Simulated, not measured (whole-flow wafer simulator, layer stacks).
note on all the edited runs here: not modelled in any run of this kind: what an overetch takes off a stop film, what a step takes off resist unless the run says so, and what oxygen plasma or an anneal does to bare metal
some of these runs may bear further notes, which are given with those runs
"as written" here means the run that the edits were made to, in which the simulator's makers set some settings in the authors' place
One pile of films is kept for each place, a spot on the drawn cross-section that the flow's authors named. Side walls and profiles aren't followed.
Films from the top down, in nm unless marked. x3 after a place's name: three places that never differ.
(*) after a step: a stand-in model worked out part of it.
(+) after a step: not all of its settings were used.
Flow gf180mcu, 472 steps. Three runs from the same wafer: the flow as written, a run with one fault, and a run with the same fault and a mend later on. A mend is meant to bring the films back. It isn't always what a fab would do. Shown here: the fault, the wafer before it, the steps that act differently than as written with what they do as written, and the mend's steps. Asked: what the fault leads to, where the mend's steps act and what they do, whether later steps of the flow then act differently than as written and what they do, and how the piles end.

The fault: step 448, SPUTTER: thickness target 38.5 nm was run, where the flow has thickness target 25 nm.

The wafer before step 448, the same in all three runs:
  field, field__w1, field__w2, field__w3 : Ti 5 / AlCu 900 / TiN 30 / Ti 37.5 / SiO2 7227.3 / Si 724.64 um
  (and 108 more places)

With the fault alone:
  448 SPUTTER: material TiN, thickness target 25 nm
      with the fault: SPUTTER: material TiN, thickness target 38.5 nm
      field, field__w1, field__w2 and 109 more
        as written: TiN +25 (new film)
        with the fault: TiN +38.5 (new film)
  Later steps of the flow that act differently than as written (4 more steps differ only slightly, by at most 2% or 0.5 nm, whichever is larger, and aren't shown):
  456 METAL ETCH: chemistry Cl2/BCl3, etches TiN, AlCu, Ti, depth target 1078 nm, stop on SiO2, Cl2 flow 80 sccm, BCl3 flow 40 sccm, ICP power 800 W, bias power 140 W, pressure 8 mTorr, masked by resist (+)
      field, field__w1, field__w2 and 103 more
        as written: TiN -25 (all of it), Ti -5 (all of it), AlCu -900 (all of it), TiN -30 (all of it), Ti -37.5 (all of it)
        with the fault: TiN -38.5 (all of it), Ti -5 (all of it), AlCu -900 (all of it), TiN -30 (all of it), Ti -37.5 (all of it)
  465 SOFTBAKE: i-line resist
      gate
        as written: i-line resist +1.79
        with the fault: i-line resist -0.24
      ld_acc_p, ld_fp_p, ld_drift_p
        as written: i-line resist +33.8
        with the fault: i-line resist +27.5
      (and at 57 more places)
  At the end the piles differ from the flow's by more than 2% or 0.5 nm, whichever is larger, at field__w8, contact, m1, m1__w1, pad, m1_nw.
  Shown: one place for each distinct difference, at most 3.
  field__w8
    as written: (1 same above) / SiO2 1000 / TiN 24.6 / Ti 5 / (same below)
    with the fault: (1 same above) / SiO2 1000 / TiN 38.1 / Ti 5 / (same below)
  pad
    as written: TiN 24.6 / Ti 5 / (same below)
    with the fault: TiN 38.1 / Ti 5 / (same below)

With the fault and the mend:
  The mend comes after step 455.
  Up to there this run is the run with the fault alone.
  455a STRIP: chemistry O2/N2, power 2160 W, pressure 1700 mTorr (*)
      field__w8, contact, m1, m1__w1, pad, m1_nw
        resist -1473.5 (all of it)
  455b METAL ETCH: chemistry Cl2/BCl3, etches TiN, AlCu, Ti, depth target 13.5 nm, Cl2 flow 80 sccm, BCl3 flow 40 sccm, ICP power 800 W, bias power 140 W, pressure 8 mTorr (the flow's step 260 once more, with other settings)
      field, field__w1, field__w2 and 109 more
        TiN -13.5
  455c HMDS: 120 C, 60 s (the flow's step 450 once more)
      changes no film at any place that is followed
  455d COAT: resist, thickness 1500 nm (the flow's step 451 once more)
      field, field__w1, field__w2 and 109 more
        resist +1500 (new film)
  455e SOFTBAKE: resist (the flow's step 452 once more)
      changes no film at any place that is followed
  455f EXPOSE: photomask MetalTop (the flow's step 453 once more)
      changes no film at any place that is followed
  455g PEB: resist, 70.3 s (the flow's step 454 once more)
      field, field__w1, field__w2 and 109 more
        resist -26.5
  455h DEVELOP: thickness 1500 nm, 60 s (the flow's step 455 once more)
      field, field__w1, field__w2 and 103 more
        resist -1473.5 (all of it)
  No later step of the flow acts differently than as written at any place that is followed.
  At the end the piles are the same as the flow's at every place that both follow.
